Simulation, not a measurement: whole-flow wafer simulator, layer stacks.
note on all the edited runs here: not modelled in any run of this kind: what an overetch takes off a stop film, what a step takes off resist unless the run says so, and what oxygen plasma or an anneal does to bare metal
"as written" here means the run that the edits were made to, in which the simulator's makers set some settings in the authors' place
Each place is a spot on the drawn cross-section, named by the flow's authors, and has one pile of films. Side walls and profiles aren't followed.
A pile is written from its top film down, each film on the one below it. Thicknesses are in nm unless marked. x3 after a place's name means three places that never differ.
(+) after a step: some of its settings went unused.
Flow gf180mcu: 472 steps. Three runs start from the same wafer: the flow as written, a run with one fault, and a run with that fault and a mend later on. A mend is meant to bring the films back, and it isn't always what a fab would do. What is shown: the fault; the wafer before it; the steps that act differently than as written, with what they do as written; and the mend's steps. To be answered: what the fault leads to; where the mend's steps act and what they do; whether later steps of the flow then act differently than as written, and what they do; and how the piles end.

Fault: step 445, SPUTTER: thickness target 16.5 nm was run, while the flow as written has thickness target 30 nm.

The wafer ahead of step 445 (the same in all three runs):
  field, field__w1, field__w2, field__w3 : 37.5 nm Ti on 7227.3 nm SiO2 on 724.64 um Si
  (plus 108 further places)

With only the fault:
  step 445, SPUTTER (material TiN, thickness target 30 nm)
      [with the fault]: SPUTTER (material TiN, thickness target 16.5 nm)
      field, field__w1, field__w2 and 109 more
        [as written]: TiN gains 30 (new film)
        [with the fault]: TiN gains 16.5 (new film)
  Later steps of the flow acting differently than as written (4 more steps, not shown, differ only slightly: by at most 2% or 0.5 nm, whichever is larger):
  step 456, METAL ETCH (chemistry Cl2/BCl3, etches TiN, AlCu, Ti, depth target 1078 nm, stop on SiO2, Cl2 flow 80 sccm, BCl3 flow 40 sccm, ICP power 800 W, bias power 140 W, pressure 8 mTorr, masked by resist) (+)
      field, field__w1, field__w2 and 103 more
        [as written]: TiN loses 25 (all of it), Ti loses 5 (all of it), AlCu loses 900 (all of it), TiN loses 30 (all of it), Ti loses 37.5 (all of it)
        [with the fault]: TiN loses 25 (all of it), Ti loses 5 (all of it), AlCu loses 900 (all of it), TiN loses 16.5 (all of it), Ti loses 37.5 (all of it)
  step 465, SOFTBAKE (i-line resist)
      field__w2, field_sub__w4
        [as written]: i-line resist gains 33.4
        [with the fault]: i-line resist gains 32.7
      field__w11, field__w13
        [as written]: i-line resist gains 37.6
        [with the fault]: i-line resist gains 36.8
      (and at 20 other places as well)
  The piles end different from the flow's at field__w8, contact, m1, m1__w1, pad, m1_nw by more than 2% or 0.5 nm, whichever is larger.
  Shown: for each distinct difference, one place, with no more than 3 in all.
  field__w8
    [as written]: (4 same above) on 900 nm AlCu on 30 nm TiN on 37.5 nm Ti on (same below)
    [with the fault]: (4 same above) on 900 nm AlCu on 16.5 nm TiN on 37.5 nm Ti on (same below)
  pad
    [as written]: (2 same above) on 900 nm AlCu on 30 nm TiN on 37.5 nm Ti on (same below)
    [with the fault]: (2 same above) on 900 nm AlCu on 16.5 nm TiN on 37.5 nm Ti on (same below)

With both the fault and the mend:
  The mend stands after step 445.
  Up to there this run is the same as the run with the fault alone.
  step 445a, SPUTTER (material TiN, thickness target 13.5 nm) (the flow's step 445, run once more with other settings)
      field, field__w1, field__w2 and 109 more
        TiN gains 13.5
  None of the later steps of the flow acts differently than as written at any place that is followed.
  The piles end the same as the flow's at every place that both follow.
